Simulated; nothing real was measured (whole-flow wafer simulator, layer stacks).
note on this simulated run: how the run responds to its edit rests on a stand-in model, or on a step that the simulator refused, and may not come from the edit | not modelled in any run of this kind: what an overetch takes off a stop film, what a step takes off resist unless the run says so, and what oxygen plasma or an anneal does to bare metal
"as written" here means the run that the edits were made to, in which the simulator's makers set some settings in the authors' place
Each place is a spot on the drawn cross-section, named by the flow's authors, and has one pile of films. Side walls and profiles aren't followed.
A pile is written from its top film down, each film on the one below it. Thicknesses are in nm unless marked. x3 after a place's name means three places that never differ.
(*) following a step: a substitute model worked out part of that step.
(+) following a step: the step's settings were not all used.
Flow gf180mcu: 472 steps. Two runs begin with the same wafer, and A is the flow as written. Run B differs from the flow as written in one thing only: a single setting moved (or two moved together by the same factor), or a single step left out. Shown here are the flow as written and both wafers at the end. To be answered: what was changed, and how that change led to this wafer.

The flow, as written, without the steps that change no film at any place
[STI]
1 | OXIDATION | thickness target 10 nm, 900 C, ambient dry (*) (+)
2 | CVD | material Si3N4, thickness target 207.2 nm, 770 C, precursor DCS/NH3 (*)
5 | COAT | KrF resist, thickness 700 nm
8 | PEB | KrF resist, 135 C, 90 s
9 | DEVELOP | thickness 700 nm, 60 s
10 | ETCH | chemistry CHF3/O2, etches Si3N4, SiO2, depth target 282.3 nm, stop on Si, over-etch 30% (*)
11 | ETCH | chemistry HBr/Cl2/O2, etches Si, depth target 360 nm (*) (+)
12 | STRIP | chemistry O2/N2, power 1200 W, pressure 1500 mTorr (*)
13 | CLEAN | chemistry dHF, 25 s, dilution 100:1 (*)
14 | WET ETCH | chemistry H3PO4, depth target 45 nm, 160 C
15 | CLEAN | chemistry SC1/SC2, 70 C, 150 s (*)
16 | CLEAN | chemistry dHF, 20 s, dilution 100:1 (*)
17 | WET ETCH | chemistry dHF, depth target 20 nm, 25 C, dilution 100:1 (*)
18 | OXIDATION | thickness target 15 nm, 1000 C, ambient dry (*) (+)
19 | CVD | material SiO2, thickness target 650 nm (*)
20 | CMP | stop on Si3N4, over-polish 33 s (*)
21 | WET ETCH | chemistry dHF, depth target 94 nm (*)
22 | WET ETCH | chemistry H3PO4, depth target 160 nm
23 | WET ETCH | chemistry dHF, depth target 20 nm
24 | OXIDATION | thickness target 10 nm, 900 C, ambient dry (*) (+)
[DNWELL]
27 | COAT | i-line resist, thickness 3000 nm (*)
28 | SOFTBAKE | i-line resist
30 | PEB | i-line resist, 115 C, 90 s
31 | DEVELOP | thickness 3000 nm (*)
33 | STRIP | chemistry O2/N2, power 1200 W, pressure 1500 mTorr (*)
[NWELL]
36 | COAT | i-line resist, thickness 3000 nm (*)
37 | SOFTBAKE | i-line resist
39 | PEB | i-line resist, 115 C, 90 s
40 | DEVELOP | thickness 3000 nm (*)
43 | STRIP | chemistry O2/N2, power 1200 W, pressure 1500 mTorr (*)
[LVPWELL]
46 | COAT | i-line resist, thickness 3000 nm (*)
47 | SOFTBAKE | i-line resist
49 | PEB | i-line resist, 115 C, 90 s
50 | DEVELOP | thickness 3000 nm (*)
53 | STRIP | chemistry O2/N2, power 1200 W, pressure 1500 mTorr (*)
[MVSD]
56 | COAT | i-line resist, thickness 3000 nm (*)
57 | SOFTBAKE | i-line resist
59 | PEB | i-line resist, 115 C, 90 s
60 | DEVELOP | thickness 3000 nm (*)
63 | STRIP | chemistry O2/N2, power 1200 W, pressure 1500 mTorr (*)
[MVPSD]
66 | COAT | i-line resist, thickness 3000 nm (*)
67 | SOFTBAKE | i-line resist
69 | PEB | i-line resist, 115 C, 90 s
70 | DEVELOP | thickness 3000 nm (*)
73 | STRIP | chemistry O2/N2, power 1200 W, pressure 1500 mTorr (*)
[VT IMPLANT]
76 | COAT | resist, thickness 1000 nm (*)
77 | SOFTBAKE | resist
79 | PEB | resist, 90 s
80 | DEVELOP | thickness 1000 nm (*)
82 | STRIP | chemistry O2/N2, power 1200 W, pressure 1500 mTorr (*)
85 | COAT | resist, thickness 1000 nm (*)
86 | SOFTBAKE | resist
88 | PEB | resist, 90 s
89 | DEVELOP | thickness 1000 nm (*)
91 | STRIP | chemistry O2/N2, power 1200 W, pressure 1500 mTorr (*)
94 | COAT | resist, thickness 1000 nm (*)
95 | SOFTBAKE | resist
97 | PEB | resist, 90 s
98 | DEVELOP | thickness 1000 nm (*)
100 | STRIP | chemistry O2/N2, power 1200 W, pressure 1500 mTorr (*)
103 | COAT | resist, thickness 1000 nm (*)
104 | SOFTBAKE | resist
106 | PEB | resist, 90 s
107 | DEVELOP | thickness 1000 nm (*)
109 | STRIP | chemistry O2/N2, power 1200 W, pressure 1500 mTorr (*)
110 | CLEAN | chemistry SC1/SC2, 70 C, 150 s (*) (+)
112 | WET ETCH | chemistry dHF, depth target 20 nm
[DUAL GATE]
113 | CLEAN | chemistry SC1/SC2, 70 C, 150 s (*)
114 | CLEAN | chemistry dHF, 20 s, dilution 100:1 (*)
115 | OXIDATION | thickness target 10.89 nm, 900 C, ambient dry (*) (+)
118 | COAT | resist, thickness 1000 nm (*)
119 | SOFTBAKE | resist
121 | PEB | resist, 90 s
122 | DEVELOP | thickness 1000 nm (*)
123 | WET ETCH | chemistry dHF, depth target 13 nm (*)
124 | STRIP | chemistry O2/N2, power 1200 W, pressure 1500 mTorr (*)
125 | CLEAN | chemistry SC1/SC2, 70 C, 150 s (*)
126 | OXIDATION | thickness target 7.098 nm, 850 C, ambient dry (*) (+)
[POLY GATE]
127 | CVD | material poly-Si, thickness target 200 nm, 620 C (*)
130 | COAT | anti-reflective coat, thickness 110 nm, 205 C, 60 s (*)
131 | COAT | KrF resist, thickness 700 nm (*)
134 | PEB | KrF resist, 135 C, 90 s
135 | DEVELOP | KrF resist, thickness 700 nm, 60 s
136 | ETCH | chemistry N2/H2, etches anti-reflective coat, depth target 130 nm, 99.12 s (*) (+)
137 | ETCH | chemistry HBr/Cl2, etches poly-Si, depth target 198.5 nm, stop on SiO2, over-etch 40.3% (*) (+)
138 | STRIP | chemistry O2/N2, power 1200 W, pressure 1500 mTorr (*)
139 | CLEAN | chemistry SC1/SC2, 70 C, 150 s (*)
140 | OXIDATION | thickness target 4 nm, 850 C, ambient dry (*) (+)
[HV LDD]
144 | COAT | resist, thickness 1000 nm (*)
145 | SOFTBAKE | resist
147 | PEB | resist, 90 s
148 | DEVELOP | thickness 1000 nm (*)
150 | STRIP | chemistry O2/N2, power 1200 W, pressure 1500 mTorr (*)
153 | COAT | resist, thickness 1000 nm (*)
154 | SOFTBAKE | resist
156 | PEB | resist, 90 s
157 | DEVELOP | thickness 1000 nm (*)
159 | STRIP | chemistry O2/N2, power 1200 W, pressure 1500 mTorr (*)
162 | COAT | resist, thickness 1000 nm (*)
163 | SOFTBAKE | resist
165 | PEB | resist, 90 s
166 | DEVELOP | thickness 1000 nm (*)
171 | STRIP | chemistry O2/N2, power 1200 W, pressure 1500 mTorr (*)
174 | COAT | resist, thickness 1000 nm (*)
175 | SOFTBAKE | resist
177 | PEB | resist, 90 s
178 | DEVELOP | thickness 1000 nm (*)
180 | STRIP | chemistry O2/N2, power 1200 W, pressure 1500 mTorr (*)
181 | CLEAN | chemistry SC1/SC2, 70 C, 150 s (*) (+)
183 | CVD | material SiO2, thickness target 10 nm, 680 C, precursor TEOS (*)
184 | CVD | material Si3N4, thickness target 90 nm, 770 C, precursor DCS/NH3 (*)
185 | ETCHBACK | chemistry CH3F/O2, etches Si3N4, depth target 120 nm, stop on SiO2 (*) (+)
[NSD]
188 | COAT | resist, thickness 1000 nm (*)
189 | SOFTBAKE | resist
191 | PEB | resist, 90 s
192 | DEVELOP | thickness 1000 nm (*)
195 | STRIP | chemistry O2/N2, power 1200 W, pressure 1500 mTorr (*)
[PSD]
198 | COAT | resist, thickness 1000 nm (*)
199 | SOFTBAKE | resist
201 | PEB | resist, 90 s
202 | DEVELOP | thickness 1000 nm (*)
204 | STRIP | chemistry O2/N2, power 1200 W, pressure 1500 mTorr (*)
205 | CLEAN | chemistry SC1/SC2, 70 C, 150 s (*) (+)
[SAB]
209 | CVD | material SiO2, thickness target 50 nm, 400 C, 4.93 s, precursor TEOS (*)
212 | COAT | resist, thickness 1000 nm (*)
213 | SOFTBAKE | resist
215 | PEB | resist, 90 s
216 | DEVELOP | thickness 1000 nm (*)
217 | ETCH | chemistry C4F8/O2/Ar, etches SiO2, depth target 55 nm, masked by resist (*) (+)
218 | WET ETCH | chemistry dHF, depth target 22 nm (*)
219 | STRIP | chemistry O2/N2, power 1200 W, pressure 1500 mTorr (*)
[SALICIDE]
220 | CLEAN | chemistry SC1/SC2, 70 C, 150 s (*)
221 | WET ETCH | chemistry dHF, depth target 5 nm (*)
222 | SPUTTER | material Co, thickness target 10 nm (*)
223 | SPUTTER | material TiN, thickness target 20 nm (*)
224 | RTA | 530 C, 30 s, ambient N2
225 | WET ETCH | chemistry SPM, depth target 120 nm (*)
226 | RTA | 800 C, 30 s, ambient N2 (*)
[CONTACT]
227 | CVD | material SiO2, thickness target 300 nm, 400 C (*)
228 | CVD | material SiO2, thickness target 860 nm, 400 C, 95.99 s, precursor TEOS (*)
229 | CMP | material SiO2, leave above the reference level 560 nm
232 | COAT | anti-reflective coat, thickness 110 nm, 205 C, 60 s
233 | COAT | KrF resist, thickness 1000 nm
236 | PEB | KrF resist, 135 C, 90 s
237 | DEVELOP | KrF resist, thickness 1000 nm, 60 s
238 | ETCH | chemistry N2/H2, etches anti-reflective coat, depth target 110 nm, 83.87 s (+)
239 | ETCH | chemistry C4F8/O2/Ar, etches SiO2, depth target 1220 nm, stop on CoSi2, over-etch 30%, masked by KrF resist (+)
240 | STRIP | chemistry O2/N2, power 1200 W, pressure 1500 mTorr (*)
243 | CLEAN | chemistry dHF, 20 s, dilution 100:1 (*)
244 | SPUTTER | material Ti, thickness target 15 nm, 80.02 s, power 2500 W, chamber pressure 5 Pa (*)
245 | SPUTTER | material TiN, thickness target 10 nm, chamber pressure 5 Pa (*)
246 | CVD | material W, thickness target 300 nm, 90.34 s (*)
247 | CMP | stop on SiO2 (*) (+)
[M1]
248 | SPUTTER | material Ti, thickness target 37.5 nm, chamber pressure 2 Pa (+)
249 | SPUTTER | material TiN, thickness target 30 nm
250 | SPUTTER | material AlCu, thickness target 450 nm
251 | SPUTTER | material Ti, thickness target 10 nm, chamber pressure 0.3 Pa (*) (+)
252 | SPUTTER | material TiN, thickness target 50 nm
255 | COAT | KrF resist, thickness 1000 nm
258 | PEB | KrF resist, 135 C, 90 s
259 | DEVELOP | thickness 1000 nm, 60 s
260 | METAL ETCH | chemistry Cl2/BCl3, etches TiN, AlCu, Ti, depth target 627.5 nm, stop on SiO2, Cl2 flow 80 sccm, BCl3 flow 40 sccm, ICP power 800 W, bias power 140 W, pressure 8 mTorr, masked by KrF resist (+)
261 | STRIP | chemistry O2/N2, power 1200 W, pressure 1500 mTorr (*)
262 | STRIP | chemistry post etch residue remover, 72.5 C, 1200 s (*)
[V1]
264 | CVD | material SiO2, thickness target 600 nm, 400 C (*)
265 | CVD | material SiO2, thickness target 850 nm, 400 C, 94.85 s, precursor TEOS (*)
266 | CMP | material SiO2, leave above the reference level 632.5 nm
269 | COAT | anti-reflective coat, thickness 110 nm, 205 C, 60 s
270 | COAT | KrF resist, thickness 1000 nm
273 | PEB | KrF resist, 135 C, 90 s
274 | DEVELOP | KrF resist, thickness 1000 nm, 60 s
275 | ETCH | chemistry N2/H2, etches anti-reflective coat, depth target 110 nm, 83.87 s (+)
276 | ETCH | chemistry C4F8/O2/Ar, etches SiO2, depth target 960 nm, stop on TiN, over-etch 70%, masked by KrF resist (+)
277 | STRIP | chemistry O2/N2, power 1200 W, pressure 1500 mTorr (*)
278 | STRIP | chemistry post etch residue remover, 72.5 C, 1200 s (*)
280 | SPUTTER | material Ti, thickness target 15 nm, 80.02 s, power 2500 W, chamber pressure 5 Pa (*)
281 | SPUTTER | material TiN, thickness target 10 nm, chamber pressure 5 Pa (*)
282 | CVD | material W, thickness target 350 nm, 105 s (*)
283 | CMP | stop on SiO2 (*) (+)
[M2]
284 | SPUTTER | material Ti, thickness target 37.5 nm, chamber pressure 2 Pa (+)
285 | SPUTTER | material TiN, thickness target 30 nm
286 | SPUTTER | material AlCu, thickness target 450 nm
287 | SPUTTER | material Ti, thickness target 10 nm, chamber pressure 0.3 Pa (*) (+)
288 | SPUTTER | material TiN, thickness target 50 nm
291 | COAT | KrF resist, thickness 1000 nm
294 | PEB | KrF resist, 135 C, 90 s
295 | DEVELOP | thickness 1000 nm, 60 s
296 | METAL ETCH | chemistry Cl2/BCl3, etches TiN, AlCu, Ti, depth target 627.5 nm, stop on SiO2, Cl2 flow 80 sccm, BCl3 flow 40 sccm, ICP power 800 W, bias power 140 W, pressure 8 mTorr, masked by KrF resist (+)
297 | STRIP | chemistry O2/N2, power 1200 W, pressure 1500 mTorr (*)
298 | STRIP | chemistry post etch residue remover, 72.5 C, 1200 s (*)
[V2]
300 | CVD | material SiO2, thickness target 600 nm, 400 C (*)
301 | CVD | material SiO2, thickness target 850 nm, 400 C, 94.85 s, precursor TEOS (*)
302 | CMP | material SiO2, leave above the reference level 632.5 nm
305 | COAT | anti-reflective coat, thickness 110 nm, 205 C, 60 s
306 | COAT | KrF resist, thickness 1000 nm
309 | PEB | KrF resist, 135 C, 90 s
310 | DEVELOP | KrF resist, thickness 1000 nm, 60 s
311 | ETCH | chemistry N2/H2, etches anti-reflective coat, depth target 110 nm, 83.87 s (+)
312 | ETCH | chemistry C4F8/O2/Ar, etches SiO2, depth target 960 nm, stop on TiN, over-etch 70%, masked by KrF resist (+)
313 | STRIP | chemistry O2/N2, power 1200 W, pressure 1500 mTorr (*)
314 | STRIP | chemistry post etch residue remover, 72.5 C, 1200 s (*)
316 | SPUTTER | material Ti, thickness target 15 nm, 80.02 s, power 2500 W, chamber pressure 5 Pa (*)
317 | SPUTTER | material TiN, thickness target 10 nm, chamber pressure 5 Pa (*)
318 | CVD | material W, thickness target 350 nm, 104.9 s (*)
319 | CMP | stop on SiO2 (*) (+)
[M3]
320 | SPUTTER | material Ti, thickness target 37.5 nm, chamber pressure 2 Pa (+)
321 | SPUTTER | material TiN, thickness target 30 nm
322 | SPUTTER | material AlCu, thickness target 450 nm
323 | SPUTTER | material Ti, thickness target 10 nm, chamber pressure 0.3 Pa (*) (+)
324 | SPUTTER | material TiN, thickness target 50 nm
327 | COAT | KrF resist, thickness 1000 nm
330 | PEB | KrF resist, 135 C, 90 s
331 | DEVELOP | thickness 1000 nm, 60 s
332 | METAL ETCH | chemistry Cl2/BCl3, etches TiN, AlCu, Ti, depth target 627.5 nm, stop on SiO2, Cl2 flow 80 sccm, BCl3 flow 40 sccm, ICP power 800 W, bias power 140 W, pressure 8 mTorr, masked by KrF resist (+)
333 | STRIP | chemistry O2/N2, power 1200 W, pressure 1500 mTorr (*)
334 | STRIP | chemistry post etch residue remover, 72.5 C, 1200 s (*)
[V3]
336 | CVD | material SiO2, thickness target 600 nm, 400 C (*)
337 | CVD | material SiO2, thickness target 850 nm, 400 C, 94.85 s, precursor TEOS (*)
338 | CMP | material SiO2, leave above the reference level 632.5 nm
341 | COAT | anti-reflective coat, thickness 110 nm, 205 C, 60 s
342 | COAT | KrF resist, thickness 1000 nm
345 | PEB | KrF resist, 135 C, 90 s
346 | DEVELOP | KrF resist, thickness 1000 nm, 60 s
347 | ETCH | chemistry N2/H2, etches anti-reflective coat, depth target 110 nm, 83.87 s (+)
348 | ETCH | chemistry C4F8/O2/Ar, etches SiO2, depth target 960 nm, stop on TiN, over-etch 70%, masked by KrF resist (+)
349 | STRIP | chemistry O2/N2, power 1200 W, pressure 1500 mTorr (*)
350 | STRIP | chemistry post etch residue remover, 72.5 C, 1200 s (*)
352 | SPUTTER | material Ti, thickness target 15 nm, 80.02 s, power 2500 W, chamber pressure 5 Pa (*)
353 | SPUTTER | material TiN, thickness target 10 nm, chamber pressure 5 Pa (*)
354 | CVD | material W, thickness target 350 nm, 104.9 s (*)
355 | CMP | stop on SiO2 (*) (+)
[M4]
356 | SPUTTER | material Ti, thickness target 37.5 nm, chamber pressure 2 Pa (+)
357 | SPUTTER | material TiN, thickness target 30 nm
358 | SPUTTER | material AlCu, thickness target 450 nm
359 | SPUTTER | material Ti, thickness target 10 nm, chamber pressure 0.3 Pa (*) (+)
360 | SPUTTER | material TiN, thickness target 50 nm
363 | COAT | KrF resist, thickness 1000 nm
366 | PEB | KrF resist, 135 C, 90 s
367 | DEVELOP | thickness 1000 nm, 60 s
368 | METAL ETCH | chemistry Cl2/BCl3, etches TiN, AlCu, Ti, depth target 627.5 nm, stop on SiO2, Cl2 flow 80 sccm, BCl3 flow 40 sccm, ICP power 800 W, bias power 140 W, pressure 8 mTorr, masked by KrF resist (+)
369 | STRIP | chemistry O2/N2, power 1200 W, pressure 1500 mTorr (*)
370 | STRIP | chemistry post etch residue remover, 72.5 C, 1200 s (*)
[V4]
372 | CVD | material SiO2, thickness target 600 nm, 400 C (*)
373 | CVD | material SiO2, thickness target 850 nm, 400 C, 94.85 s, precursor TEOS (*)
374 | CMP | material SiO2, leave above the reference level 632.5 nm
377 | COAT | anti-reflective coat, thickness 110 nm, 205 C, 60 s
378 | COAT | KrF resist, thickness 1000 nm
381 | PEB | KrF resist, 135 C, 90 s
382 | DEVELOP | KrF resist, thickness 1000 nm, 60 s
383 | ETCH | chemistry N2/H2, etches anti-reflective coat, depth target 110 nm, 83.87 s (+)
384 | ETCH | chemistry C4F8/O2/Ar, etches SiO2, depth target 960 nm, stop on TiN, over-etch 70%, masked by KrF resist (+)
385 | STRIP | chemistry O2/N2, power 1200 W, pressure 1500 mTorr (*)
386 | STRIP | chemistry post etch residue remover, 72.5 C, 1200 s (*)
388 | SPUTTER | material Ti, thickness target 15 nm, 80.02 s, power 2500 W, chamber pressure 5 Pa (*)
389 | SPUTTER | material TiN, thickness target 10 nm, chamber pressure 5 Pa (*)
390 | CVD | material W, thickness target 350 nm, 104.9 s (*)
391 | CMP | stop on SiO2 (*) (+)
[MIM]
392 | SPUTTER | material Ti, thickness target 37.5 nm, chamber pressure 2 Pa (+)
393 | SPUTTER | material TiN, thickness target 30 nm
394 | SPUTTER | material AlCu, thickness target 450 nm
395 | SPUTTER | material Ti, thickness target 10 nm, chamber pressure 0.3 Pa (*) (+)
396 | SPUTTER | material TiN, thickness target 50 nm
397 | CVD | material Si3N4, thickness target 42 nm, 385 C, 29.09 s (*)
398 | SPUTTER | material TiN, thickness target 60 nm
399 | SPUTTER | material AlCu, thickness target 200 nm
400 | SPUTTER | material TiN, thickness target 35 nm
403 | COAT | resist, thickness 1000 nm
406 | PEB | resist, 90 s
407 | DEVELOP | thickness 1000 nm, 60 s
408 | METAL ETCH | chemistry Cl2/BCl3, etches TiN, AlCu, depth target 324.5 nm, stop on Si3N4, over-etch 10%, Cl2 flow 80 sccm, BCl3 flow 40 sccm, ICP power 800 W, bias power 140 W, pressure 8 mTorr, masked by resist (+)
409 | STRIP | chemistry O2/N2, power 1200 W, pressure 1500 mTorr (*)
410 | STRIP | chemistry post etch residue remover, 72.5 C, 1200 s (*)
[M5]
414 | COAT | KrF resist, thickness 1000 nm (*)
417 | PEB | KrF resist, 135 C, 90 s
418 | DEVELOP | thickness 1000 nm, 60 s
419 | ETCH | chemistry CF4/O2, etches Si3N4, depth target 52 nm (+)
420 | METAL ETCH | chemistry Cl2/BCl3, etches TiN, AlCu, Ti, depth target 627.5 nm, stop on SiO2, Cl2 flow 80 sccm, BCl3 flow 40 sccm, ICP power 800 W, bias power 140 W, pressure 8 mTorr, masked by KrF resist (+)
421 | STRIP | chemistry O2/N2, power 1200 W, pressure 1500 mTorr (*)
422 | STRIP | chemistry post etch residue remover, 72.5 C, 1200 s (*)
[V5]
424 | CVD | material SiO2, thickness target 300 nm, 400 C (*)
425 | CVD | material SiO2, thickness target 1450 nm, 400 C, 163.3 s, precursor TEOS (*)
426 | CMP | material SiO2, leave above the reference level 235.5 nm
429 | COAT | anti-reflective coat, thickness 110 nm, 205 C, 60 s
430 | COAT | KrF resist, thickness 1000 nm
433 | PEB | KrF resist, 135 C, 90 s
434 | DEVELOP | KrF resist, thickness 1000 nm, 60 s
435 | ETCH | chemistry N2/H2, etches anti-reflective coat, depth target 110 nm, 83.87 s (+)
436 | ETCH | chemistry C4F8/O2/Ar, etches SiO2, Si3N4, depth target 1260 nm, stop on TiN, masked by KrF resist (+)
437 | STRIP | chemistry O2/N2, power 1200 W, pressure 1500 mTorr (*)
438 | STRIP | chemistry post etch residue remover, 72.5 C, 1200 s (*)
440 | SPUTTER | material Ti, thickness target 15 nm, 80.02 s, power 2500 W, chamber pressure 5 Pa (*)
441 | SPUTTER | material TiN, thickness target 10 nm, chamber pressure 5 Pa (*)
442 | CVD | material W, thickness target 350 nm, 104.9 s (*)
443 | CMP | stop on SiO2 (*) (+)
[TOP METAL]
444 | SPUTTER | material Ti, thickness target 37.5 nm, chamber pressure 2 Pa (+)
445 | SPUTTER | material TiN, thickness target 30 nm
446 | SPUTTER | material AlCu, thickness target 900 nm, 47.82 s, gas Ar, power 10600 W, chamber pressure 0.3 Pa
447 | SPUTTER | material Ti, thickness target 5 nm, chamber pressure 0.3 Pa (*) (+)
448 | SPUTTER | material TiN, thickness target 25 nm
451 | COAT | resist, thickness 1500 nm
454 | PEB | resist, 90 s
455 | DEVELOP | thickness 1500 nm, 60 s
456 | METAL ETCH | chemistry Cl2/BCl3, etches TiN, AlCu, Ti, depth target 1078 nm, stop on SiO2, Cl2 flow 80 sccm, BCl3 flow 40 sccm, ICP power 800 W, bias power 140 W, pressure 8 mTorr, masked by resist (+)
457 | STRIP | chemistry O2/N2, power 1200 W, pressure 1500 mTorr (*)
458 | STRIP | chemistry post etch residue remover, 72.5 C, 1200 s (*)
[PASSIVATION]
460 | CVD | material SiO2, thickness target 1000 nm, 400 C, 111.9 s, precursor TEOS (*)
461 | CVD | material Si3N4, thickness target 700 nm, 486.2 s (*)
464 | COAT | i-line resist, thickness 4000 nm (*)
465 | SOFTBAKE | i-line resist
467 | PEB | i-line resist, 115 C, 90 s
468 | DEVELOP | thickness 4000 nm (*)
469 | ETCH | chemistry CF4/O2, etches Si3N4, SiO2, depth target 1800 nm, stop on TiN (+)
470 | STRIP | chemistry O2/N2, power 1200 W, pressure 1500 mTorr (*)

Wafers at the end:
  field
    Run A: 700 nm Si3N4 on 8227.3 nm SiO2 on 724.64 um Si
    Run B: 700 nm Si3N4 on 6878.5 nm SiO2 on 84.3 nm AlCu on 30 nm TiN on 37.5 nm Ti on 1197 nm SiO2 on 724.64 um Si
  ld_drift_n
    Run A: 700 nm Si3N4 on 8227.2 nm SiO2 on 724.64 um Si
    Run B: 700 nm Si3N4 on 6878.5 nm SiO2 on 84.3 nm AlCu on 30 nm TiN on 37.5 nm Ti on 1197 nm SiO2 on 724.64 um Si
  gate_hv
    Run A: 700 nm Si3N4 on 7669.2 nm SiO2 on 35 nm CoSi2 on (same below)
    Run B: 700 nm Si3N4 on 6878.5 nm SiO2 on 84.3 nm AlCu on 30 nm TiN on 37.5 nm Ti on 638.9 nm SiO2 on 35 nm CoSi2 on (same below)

What caused this: step 260, METAL ETCH: depth target 420 nm was run, whereas the flow has depth target 627.5 nm.

Step by step, how the change led to this:
  260 | METAL ETCH | chemistry Cl2/BCl3, etches TiN, AlCu, Ti, depth target 627.5 nm, stop on SiO2, Cl2 flow 80 sccm, BCl3 flow 40 sccm, ICP power 800 W, bias power 140 W, pressure 8 mTorr, masked by KrF resist (+)
      field, field__w1, field__w2 and 99 more: A -50 TiN (all of it), -10 Ti (all of it), -450 AlCu (all of it), -30 TiN (all of it), -37.5 Ti (all of it) | B -50 TiN (all of it), -10 Ti (all of it), -360 AlCu
      field__w8, contact, m1 and 6 more: A -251 KrF resist | B -168 KrF resist
  261 | STRIP | chemistry O2/N2, power 1200 W, pressure 1500 mTorr (*)
      field__w8, contact, m1 and 6 more: A -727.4 KrF resist (all of it) | B -810.4 KrF resist (all of it)
  262 | STRIP | chemistry post etch residue remover, 72.5 C, 1200 s (*)
      field, field__w1, field__w2 and 99 more: A nothing | B -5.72 AlCu
  264 | CVD | material SiO2, thickness target 600 nm, 400 C (*)
      field, field__w1, field__w2 and 99 more: A +600 SiO2 | B +600 SiO2 (new film)
  266 | CMP | material SiO2, leave above the reference level 632.5 nm
      field, field__w1, field__w2 and 99 more: A -300 SiO2 | B -451.8 SiO2
If metal films that touch count as one body, field has 1 body; the flow as written gives 0 bodies.
If metal films that touch count as one body, ld_drift_n has 1 body; the flow as written gives 0 bodies.
If metal films that touch count as one body, gate_hv has 2 bodies (between them, from the top down: SiO2 638.9); the flow as written gives 1 body.
